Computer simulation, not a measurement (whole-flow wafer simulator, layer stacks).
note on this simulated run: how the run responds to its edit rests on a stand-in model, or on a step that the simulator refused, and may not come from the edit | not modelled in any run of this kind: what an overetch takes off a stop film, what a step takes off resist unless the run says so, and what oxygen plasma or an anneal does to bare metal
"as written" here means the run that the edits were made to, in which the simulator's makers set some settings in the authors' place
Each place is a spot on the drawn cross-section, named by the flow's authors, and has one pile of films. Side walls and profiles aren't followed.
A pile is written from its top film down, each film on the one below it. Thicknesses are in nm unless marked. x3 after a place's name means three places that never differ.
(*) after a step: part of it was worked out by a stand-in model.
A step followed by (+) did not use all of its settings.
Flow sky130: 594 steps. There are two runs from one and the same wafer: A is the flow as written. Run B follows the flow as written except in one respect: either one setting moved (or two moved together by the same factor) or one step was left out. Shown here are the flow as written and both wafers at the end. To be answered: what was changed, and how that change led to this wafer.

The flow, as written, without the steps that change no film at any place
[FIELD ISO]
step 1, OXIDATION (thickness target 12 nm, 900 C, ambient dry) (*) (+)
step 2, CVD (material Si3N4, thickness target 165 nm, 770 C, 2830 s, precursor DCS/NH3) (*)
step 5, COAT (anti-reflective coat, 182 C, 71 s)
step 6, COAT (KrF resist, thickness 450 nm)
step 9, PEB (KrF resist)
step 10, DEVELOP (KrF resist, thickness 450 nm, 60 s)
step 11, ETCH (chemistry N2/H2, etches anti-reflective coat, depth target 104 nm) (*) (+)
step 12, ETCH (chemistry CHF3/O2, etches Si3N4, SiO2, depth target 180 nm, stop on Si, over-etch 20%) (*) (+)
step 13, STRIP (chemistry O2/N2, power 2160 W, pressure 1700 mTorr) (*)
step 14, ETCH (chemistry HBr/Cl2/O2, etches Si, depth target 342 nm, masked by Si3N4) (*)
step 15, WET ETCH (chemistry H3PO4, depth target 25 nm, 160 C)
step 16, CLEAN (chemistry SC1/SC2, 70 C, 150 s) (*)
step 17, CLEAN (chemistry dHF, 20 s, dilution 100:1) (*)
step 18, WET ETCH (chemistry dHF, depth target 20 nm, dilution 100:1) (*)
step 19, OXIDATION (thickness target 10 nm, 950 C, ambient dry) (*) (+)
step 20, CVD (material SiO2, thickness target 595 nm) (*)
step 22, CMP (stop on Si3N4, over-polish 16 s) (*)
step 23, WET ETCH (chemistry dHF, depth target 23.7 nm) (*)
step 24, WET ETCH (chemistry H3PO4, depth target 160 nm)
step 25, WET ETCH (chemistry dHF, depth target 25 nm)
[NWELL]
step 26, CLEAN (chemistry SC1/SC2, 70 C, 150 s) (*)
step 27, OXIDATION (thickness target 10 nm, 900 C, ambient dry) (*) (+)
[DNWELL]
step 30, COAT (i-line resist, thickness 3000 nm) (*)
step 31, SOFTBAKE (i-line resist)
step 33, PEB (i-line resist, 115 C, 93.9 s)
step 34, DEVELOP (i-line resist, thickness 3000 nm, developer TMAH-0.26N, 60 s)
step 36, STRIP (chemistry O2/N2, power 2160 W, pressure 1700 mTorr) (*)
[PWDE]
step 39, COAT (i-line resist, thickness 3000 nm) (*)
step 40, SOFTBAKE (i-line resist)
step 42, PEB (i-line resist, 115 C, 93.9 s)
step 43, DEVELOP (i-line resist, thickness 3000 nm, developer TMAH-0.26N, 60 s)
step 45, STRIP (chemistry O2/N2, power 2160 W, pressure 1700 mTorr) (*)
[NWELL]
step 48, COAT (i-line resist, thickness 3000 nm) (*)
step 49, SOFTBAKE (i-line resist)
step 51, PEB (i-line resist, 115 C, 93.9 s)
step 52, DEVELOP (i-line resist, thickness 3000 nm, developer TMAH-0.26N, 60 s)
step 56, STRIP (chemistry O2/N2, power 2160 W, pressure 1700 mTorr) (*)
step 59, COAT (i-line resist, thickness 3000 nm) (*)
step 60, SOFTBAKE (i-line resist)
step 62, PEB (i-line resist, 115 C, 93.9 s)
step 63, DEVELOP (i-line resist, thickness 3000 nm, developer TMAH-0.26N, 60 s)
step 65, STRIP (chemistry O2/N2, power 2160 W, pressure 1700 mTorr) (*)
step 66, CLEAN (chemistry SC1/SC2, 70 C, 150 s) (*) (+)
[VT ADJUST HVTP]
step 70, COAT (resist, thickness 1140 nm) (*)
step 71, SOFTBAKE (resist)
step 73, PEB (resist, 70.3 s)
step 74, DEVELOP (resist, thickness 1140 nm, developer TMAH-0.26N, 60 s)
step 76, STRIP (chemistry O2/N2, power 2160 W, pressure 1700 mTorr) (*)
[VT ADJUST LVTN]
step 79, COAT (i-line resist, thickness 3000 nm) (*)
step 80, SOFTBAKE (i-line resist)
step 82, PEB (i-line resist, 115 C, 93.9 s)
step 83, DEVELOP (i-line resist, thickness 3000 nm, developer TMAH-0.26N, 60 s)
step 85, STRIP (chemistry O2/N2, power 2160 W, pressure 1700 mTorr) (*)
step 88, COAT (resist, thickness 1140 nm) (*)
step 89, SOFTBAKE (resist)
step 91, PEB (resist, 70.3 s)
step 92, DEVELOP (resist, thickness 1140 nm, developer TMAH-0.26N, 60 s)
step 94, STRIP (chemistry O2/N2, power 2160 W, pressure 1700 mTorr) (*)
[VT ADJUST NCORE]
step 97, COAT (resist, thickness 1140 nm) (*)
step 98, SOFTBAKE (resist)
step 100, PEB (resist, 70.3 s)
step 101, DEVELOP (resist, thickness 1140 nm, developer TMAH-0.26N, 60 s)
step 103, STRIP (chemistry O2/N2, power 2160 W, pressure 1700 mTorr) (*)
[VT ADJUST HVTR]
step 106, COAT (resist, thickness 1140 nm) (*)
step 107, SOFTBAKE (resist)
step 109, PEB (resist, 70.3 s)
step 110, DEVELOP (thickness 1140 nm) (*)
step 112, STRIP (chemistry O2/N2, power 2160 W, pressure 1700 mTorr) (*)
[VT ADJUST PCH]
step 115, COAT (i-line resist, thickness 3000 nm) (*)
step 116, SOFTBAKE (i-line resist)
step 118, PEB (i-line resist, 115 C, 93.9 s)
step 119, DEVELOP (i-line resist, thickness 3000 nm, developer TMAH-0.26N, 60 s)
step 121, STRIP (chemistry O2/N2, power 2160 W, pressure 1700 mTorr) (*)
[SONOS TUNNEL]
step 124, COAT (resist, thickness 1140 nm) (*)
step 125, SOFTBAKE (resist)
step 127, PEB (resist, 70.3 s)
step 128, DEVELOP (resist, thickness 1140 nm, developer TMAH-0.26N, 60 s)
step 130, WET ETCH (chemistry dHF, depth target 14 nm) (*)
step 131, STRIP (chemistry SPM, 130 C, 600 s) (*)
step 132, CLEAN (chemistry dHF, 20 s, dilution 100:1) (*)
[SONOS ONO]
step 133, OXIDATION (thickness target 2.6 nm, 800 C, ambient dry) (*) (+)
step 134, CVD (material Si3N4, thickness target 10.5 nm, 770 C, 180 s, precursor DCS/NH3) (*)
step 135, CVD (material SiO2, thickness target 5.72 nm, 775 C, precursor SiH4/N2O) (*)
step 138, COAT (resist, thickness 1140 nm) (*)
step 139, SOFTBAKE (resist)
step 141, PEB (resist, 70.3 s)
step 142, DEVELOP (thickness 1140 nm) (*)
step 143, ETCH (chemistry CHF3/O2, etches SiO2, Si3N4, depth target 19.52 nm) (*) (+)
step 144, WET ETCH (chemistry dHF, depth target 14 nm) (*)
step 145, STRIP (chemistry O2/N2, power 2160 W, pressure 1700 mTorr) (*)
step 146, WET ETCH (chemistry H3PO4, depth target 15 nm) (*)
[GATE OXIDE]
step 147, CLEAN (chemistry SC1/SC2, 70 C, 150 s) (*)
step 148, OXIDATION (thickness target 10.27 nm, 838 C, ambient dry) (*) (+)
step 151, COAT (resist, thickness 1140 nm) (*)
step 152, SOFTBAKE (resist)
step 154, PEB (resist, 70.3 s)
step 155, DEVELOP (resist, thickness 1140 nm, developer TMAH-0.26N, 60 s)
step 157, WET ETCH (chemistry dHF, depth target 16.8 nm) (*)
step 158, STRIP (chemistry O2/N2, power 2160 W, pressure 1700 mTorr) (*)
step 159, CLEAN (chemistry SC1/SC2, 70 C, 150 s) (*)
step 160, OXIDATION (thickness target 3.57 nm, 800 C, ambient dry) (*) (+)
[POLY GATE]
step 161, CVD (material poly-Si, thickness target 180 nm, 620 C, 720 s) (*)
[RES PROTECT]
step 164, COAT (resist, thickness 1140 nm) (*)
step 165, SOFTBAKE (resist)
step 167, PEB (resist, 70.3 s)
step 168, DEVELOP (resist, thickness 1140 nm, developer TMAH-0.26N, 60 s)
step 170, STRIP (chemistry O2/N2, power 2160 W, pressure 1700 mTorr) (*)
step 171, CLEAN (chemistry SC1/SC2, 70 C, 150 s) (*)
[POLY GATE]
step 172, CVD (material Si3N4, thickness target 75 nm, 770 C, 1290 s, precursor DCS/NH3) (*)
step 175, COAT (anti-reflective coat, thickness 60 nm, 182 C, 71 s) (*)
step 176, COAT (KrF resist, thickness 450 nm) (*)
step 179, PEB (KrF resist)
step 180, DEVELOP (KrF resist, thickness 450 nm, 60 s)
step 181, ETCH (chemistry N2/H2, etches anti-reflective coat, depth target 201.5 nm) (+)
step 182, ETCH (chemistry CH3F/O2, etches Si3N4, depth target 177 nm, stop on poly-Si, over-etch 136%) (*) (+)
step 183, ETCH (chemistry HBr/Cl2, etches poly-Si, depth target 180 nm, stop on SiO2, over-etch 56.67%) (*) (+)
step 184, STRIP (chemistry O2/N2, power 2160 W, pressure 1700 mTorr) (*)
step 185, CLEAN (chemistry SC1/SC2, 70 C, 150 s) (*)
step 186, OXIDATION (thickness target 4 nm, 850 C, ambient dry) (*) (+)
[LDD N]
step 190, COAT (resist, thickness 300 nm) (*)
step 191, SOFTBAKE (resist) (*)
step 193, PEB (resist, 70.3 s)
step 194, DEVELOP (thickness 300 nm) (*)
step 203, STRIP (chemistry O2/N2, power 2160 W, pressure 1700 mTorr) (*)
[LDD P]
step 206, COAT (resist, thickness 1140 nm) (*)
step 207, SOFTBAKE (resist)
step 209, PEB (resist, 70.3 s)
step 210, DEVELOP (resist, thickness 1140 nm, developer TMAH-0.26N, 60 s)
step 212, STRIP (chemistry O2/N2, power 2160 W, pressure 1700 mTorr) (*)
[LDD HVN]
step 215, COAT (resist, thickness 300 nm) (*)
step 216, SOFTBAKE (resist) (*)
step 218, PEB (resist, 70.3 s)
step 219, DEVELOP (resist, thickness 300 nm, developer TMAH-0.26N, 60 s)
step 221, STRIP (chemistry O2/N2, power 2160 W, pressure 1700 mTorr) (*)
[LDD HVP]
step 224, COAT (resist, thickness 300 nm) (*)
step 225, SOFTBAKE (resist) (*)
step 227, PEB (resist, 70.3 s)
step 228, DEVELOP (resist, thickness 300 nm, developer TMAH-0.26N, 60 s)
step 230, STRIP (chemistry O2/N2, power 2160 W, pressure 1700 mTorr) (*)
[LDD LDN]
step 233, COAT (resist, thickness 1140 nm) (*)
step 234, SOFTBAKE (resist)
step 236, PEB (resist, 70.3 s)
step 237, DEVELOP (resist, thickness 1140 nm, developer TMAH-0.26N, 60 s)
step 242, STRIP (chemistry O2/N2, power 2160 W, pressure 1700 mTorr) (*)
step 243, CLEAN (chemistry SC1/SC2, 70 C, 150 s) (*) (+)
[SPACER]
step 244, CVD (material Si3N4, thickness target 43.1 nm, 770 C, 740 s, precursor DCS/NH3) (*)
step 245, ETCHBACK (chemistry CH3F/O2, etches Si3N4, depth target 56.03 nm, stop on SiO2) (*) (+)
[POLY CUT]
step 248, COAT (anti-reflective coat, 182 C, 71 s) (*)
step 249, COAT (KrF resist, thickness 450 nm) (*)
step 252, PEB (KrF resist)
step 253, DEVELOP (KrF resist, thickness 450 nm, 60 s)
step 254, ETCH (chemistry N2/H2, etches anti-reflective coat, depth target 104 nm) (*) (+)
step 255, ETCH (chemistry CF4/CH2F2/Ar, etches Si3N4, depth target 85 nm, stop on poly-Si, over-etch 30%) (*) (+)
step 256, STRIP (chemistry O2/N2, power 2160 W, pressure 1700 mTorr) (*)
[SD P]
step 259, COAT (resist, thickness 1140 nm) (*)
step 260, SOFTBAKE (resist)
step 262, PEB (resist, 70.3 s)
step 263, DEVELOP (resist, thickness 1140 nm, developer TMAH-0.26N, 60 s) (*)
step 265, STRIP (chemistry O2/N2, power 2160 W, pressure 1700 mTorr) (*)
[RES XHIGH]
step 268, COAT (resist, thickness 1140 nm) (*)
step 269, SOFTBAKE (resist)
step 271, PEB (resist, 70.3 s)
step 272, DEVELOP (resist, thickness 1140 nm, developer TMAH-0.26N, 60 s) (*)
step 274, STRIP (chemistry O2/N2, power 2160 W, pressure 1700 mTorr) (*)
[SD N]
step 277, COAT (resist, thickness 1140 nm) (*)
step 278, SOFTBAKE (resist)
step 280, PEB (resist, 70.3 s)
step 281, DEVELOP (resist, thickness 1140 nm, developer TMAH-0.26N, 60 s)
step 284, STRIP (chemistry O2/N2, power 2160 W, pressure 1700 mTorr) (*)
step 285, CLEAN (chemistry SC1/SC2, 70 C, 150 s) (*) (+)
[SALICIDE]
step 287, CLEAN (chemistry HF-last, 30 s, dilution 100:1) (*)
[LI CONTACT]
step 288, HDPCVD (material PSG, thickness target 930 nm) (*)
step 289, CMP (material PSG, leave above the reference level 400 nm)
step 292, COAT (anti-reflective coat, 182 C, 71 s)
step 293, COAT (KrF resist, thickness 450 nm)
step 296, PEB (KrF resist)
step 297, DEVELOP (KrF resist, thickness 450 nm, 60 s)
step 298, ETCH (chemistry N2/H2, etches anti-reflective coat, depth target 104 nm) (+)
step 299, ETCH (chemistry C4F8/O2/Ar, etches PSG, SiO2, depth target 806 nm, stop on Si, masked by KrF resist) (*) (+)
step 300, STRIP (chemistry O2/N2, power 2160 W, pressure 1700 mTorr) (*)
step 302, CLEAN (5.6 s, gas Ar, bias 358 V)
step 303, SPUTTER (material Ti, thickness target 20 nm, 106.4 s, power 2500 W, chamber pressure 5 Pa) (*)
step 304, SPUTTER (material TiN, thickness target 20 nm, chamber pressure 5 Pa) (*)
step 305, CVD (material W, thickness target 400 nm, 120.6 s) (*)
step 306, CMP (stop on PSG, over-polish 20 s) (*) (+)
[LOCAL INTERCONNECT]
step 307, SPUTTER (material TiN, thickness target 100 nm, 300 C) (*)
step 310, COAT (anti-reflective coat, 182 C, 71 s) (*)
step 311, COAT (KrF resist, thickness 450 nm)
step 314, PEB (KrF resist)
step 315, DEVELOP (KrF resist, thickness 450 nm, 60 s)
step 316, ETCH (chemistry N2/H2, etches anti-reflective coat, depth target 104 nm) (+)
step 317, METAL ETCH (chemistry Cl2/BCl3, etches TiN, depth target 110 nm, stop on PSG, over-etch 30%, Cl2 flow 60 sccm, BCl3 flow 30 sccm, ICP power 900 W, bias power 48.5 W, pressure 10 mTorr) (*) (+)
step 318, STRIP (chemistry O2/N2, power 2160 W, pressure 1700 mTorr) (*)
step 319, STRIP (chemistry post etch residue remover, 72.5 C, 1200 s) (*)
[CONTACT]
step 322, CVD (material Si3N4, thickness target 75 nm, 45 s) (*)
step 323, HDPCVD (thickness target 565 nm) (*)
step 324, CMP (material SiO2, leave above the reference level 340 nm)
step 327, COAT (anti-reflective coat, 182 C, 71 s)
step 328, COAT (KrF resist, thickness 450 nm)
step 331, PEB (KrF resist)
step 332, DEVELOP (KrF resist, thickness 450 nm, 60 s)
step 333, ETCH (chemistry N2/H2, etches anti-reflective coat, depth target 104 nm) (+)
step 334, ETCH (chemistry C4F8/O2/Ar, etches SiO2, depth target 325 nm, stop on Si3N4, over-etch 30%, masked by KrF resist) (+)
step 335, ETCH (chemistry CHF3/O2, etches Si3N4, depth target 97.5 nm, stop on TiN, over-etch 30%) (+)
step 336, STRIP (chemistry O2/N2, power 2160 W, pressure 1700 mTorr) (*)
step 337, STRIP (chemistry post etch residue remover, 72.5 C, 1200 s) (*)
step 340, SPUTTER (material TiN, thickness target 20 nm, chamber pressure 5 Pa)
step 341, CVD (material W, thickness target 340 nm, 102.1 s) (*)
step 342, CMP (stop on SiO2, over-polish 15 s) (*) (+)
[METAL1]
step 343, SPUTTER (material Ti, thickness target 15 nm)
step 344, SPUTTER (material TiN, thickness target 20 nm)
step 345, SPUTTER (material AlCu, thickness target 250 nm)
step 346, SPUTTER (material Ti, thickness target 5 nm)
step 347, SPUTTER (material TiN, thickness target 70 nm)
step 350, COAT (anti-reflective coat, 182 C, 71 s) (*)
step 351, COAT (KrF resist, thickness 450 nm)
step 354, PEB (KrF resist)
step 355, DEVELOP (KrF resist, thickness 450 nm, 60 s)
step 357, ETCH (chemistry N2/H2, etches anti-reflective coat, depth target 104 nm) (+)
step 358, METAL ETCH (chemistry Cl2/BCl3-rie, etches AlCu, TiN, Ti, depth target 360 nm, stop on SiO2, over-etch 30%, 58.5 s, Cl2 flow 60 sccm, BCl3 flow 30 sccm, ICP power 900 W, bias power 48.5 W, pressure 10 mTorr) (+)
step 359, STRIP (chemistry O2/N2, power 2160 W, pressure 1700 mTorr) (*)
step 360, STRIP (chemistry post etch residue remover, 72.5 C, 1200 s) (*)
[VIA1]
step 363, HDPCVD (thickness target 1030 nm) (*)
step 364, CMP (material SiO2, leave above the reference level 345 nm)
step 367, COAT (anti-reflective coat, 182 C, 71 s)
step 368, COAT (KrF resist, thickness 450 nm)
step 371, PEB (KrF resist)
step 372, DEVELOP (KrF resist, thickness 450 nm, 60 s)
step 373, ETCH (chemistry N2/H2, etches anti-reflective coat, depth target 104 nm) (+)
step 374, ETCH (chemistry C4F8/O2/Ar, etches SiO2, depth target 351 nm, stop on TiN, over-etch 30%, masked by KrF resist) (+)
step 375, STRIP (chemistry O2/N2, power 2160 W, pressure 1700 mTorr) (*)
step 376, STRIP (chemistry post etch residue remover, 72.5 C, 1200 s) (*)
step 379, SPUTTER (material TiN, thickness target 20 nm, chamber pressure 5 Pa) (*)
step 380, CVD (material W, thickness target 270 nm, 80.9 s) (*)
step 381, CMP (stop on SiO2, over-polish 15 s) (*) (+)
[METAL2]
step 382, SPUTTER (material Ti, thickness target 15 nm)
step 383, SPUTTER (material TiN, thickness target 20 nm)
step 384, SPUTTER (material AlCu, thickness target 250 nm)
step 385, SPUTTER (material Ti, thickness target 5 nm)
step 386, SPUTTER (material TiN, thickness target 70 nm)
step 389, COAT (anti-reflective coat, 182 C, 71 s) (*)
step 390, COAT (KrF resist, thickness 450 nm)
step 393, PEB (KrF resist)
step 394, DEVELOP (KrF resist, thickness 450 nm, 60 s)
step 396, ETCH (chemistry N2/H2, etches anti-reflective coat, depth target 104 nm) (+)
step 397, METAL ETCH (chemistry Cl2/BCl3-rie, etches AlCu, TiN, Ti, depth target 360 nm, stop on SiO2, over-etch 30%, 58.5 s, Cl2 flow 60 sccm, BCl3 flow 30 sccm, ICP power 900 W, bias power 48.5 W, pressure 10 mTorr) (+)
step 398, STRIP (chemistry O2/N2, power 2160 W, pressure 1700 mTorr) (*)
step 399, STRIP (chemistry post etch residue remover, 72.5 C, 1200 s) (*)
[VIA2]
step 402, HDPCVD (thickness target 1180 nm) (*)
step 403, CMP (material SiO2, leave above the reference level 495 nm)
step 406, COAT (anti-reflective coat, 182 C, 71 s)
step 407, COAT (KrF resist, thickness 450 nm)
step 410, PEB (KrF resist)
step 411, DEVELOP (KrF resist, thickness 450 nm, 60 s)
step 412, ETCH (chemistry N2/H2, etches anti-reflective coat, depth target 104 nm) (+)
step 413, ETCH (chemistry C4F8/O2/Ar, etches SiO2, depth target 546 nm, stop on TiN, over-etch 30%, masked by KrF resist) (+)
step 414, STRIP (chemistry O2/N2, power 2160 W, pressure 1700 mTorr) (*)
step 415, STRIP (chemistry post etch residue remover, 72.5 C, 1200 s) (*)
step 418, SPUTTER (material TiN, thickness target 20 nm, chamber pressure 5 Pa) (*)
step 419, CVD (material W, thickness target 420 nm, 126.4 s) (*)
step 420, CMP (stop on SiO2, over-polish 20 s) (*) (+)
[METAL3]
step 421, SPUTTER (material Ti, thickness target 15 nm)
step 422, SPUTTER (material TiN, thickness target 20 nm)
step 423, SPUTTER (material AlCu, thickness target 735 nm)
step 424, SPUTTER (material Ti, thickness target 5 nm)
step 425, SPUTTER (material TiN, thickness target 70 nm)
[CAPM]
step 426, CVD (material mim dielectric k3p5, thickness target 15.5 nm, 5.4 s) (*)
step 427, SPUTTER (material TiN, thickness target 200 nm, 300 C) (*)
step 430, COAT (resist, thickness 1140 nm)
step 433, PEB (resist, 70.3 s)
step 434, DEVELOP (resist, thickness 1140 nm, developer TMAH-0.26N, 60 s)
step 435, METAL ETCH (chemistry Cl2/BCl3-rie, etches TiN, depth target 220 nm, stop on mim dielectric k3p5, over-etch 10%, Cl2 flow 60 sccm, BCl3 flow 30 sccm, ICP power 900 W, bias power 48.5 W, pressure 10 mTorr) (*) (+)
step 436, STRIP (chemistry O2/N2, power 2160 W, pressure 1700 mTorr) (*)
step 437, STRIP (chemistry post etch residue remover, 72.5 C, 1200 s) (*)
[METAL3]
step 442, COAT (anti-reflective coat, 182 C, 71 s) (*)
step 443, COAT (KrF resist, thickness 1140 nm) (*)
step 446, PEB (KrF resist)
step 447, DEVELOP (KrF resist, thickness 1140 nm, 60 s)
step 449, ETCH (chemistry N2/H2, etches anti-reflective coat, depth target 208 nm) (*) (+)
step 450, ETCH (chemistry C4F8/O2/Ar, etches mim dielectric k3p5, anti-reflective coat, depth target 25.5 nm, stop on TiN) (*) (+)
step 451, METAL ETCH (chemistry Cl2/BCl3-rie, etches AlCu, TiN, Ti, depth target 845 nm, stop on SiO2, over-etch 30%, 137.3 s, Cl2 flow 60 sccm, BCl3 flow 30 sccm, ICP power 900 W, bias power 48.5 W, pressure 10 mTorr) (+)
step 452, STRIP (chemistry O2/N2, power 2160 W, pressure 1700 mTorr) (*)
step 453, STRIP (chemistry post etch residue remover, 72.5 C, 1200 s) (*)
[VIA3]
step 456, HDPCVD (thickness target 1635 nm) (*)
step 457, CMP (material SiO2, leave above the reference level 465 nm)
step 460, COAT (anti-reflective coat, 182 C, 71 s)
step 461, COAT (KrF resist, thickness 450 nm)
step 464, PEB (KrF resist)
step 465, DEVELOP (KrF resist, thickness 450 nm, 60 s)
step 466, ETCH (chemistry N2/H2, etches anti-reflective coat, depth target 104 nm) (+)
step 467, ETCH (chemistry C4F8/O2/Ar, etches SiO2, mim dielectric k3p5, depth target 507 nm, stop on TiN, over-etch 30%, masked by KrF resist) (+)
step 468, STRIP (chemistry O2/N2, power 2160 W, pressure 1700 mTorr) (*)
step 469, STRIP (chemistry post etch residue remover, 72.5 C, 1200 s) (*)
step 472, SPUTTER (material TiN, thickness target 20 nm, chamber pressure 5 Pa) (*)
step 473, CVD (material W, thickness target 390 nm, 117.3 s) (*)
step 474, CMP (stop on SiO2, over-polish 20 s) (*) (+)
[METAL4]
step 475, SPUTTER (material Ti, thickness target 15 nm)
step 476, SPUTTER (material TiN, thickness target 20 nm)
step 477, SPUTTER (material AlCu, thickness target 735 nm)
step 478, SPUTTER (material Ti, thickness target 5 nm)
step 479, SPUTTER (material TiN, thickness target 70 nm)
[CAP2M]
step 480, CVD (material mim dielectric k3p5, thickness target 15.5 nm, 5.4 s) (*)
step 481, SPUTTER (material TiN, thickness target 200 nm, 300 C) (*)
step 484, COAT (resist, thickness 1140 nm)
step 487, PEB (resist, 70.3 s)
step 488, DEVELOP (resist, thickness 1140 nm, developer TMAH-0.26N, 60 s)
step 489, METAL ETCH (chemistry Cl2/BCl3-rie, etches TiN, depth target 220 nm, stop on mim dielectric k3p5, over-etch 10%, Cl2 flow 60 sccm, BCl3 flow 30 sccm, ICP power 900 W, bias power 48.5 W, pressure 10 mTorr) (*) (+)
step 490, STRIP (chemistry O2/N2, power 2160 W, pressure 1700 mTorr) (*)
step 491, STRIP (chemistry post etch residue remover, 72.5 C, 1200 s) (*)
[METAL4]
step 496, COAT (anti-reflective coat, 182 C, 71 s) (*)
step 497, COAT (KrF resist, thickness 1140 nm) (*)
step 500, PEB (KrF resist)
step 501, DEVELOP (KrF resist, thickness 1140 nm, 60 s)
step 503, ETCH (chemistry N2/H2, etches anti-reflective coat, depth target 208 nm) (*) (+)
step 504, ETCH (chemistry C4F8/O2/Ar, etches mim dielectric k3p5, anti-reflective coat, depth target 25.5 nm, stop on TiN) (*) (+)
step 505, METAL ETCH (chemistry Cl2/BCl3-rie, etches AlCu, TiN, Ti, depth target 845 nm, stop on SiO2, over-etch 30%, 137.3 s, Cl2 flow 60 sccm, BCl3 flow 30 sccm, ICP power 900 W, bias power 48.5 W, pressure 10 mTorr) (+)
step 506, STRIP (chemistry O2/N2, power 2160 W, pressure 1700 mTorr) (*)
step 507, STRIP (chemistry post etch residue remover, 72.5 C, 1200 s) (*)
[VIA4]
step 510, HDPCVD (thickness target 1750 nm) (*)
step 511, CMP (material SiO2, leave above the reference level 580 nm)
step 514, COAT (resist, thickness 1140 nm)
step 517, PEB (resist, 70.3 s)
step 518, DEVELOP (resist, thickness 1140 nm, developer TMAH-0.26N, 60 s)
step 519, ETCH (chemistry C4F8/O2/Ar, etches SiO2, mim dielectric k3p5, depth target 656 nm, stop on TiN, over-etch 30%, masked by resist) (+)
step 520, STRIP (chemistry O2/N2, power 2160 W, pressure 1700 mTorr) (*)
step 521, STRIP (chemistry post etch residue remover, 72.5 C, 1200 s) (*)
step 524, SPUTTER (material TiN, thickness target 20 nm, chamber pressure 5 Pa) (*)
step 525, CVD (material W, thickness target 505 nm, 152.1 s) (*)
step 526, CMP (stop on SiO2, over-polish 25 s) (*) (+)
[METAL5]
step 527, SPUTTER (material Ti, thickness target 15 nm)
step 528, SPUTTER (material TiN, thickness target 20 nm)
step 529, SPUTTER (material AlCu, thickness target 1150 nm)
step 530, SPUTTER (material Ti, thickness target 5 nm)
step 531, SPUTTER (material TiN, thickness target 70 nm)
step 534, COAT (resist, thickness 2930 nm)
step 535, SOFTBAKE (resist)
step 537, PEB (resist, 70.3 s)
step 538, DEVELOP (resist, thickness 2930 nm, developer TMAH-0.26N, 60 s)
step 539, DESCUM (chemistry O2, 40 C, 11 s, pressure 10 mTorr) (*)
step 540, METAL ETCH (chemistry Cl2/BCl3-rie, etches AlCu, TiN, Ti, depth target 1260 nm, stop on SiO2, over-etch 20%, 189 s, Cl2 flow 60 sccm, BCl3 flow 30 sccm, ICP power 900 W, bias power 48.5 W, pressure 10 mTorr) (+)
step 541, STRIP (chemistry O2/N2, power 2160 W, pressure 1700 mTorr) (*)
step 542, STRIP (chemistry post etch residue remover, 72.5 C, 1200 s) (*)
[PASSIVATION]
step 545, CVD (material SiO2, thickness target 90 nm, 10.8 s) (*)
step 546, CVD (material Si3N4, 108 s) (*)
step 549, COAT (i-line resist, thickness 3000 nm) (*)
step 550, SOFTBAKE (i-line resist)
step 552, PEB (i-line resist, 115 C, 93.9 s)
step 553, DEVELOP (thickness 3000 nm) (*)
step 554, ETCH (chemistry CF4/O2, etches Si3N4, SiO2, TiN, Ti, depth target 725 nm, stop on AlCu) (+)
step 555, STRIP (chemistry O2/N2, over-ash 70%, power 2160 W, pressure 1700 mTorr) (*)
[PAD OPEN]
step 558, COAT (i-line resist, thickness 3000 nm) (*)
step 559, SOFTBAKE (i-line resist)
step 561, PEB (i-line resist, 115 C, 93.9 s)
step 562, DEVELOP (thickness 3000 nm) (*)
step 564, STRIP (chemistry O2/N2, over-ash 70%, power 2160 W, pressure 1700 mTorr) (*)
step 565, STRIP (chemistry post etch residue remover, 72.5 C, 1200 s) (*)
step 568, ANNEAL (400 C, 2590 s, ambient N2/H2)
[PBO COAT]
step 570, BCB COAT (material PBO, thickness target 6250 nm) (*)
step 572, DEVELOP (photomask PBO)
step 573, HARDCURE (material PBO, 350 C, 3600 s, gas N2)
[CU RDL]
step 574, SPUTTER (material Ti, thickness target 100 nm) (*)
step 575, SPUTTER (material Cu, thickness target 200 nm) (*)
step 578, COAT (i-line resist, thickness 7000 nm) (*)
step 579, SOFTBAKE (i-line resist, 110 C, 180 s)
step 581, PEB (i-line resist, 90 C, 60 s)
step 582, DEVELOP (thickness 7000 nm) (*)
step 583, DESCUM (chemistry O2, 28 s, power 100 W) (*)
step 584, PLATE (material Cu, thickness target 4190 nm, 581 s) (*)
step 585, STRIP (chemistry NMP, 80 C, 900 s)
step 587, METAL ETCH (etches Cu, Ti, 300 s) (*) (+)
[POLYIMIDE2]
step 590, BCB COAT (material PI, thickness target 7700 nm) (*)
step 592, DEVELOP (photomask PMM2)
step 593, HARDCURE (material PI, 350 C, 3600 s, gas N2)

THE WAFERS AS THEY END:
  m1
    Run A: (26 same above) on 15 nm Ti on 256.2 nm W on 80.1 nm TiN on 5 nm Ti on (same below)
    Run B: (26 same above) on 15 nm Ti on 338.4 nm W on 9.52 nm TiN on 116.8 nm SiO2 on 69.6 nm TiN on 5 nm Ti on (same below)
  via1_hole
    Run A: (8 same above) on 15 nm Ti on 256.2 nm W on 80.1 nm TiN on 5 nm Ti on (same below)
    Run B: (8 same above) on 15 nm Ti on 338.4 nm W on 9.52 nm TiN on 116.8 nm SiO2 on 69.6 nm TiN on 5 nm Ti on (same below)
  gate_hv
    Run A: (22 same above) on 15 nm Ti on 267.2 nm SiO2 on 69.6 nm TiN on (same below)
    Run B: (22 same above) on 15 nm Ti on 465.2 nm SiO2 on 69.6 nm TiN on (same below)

Cause: step 364, CMP: leave above the reference level 543 nm was run, whereas the flow has leave above the reference level 345 nm.

How this came from the change, step by step:
  step 364, CMP (material SiO2, leave above the reference level 345 nm)
      n_well, p_well, gate_hv and 100 more: A -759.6 SiO2 | B -561.6 SiO2
      field, active, gate and 81 more: A -389.1 SiO2 | B -191.1 SiO2
      (also at 4 further places)
  step 374, ETCH (chemistry C4F8/O2/Ar, etches SiO2, depth target 351 nm, stop on TiN, over-etch 30%, masked by KrF resist) (+)
      m1, via1_hole: A -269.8 SiO2 (all of it) | B -351 SiO2
  step 379, SPUTTER (material TiN, thickness target 20 nm, chamber pressure 5 Pa) (*)
      m1: A +11 TiN | B +9.52 TiN (new film)
      via1_hole: A +10.9 TiN | B +9.52 TiN (new film)
  step 380, CVD (material W, thickness target 270 nm, 80.9 s) (*)
      m1, via1_hole: A +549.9 W (new film) | B +632.1 W (new film)
With metal films that touch counted as one body, m1 has 3 bodies (between them, from the top down: SiO2 116.8; SiO2 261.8 / Si3N4 75); the flow as written gives 2 bodies (between them, from the top down: SiO2 261.8 / Si3N4 75).
With metal films that touch counted as one body, via1_hole has 2 bodies (between them, from the top down: SiO2 116.8); the flow as written gives 1 body.
